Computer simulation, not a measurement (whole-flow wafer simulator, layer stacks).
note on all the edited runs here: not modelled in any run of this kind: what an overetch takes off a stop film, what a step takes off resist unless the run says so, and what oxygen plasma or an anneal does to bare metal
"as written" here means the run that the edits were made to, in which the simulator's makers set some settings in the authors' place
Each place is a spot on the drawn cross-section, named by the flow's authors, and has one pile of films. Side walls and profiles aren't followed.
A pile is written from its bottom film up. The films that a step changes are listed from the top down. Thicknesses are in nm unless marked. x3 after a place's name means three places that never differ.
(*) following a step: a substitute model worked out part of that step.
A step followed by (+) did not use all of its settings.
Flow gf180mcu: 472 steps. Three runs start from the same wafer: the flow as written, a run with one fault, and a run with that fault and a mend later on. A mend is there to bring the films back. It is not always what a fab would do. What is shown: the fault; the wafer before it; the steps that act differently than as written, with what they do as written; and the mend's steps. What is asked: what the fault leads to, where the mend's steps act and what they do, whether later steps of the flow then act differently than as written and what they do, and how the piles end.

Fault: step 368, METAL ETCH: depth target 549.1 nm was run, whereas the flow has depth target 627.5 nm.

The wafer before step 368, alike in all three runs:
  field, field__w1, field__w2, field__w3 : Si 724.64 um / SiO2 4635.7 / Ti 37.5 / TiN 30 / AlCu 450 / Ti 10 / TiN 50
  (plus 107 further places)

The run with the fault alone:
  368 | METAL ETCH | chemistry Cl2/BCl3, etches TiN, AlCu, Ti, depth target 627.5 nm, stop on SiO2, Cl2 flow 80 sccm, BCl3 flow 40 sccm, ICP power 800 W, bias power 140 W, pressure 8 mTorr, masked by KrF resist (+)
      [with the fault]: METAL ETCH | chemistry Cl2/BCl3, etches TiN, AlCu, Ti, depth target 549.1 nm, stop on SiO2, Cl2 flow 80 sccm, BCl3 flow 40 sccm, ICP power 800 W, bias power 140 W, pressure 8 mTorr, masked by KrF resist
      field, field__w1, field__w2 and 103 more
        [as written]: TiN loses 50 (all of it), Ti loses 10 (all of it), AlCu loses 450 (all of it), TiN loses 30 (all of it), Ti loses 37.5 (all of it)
        [with the fault]: TiN loses 50 (all of it), Ti loses 10 (all of it), AlCu loses 450 (all of it), TiN loses 30 (all of it), Ti loses 9.1
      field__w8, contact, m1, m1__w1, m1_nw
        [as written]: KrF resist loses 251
        [with the fault]: KrF resist loses 219.6
  Later steps of the flow acting differently than as written:
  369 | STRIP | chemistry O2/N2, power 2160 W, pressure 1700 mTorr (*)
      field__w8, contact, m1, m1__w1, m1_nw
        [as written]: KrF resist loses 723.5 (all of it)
        [with the fault]: KrF resist loses 754.9 (all of it)
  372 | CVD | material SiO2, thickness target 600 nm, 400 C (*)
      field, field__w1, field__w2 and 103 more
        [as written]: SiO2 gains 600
        [with the fault]: SiO2 gains 600 (new film)
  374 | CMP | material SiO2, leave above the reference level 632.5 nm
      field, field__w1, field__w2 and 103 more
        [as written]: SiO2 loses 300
        [with the fault]: SiO2 loses 328.4
  The piles end different from the flow's at field, field__w1, field__w2 and 104 more by more than 2% or 0.5 nm, whichever is larger.
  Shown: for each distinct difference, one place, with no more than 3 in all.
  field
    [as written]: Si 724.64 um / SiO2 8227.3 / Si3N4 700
    [with the fault]: Si 724.64 um / SiO2 4635.7 / Ti 28.4 / SiO2 3563.2 / Si3N4 700
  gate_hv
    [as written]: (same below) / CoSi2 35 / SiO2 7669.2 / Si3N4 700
    [with the fault]: (same below) / CoSi2 35 / SiO2 4077.6 / Ti 28.4 / SiO2 3563.2 / Si3N4 700
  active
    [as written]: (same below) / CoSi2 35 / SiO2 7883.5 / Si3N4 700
    [with the fault]: (same below) / CoSi2 35 / SiO2 4291.9 / Ti 28.4 / SiO2 3563.2 / Si3N4 700

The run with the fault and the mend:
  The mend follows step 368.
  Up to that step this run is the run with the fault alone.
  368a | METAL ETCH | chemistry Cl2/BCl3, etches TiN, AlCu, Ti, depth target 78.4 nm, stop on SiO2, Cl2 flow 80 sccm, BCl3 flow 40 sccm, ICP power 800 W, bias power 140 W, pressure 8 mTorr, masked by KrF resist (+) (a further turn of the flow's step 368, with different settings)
      field, field__w1, field__w2 and 103 more
        Ti loses 28.4 (all of it)
      field__w8, contact, m1, m1__w1, m1_nw
        KrF resist loses 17
  Later steps of the flow that are run all act as written at every place that is followed, up to a difference of at most 2% or 0.5 nm, whichever is larger.
  At every place that both follow, the piles at the end match the flow's.
